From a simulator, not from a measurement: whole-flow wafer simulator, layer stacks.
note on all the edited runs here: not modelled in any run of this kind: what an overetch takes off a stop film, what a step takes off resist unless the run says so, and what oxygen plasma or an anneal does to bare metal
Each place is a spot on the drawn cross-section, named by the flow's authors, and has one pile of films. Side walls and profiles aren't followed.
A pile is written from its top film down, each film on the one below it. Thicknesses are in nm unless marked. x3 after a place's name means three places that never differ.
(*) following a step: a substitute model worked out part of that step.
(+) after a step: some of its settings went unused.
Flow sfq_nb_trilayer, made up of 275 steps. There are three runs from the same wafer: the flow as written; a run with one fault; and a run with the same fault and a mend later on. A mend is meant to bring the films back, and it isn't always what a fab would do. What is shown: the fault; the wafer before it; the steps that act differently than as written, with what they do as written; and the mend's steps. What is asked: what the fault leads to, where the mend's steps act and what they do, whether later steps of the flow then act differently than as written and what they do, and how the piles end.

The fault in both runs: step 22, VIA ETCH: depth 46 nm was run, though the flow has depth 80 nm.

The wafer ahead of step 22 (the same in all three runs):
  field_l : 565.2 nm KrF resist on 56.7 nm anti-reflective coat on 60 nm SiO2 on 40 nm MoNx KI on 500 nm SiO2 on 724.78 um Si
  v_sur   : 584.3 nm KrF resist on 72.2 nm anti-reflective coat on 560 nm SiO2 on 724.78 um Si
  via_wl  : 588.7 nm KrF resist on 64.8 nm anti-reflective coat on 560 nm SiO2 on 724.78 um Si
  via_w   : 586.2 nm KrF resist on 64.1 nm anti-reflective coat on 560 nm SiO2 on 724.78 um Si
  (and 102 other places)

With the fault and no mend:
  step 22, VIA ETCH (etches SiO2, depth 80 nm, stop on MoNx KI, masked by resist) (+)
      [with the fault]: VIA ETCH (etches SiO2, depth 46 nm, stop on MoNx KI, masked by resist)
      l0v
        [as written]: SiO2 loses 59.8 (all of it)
        [with the fault]: SiO2 loses 46
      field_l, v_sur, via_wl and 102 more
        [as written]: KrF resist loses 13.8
        [with the fault]: KrF resist loses 7.93
  Steps later in the flow that act otherwise than as written (5 other steps are not shown; they differ only slightly, by no more than 2% or 0.5 nm, whichever is larger):
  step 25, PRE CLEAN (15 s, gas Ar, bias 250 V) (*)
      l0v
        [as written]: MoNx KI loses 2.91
        [with the fault]: SiO2 loses 5
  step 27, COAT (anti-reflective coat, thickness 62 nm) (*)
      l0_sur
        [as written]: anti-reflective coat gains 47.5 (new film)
        [with the fault]: anti-reflective coat gains 48.8 (new film)
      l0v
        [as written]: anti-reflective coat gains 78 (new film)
        [with the fault]: anti-reflective coat gains 74.4 (new film)
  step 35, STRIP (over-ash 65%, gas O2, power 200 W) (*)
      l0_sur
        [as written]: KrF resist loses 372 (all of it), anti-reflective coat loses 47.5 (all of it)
        [with the fault]: KrF resist loses 372.7 (all of it), anti-reflective coat loses 48.8 (all of it)
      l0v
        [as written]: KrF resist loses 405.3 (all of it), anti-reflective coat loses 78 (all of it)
        [with the fault]: KrF resist loses 397.9 (all of it), anti-reflective coat loses 74.4 (all of it)
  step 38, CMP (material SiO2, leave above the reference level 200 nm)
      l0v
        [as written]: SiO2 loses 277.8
        [with the fault]: SiO2 loses 291.5
  At l0v, the piles at the end differ from the flow's by more than 2% or 0.5 nm, whichever is larger.
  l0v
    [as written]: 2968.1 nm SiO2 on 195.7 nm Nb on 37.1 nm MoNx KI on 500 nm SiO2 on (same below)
    [with the fault]: 2954.4 nm SiO2 on 197.6 nm Nb on 8.85 nm SiO2 on 40 nm MoNx KI on 500 nm SiO2 on (same below)

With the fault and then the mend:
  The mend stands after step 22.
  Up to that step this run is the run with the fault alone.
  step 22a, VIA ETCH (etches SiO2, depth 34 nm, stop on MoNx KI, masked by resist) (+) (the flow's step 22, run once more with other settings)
      field_l, v_sur, via_wl and 102 more
        KrF resist loses 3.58
      l0v
        SiO2 loses 13.8 (all of it)
  Every later step of the flow that is run acts as written, at every place that is followed, to within 2% or 0.5 nm, whichever is larger.
  By the end, the piles equal the flow's at every place that both follow.
